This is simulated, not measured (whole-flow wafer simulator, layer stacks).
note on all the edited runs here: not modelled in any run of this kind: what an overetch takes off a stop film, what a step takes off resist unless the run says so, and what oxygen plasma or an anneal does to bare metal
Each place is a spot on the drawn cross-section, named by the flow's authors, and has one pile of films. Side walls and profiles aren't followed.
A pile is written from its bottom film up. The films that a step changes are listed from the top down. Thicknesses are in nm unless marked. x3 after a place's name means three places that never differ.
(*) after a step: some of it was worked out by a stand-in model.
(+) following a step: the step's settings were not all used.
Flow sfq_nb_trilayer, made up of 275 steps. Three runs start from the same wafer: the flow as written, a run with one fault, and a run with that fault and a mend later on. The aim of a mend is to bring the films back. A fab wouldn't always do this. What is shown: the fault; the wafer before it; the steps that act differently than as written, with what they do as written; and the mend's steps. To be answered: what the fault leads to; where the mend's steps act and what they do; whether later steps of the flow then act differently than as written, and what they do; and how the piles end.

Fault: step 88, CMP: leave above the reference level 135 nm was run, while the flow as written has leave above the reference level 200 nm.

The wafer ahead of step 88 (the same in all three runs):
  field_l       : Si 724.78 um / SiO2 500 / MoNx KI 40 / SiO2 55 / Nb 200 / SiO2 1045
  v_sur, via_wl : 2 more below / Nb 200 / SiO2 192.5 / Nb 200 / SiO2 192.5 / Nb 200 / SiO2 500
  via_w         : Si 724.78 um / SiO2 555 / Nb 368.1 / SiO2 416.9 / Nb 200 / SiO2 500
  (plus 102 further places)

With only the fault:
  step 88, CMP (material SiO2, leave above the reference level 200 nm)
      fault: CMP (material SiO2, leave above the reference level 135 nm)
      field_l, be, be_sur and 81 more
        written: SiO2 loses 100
        fault: SiO2 loses 165
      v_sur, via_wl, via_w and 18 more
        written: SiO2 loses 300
        fault: SiO2 loses 365
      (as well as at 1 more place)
  Later steps of the flow acting differently than as written (not shown: 4 more steps that differ only slightly, by at most 2% or 0.5 nm, whichever is larger):
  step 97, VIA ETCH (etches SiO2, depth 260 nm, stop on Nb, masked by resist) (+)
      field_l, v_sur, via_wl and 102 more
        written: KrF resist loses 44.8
        fault: KrF resist loses 34.9
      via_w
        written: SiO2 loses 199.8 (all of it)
        fault: SiO2 loses 134.8 (all of it)
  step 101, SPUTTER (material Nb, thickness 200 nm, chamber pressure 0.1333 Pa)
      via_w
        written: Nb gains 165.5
        fault: Nb gains 179.9
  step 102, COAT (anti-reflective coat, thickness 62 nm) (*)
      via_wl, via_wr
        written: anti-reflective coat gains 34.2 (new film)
        fault: anti-reflective coat gains 35.8 (new film)
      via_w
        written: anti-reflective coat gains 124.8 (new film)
        fault: anti-reflective coat gains 109.7 (new film)
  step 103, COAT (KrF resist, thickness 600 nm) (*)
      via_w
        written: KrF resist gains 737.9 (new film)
        fault: KrF resist gains 684.2 (new film)
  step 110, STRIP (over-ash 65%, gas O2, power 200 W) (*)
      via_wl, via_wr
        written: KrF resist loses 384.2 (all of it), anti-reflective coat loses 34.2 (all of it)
        fault: KrF resist loses 390.7 (all of it), anti-reflective coat loses 35.8 (all of it)
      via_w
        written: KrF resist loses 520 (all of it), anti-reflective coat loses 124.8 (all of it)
        fault: KrF resist loses 466.3 (all of it), anti-reflective coat loses 109.7 (all of it)
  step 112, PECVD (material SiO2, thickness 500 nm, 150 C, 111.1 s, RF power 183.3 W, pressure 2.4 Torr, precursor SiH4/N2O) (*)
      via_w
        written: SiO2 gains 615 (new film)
        fault: SiO2 gains 511.2 (new film)
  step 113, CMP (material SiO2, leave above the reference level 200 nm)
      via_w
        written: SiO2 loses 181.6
        fault: SiO2 loses 157.1
  By the end, the piles at field_l, v_sur, via_wl and 102 more depart from the flow's by more than 2% or 0.5 nm, whichever is larger.
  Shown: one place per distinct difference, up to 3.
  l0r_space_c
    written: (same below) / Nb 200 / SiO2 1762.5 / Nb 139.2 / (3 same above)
    fault: (same below) / Nb 200 / SiO2 1697.5 / Nb 139.2 / (3 same above)
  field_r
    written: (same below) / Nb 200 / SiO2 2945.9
    fault: (same below) / Nb 200 / SiO2 2880.9
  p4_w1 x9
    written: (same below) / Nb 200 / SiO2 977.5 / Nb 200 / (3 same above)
    fault: (same below) / Nb 200 / SiO2 912.5 / Nb 200 / (3 same above)

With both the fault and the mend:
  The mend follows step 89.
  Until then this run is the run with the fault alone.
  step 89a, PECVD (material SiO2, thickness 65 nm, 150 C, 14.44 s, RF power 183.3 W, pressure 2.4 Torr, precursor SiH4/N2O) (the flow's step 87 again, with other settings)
      field_l, v_sur, via_wl and 103 more
        SiO2 gains 65
  Every later step of the flow that is run acts as written, at every place that is followed, to within 2% or 0.5 nm, whichever is larger.
  The piles end the same as the flow's at every place that both follow.
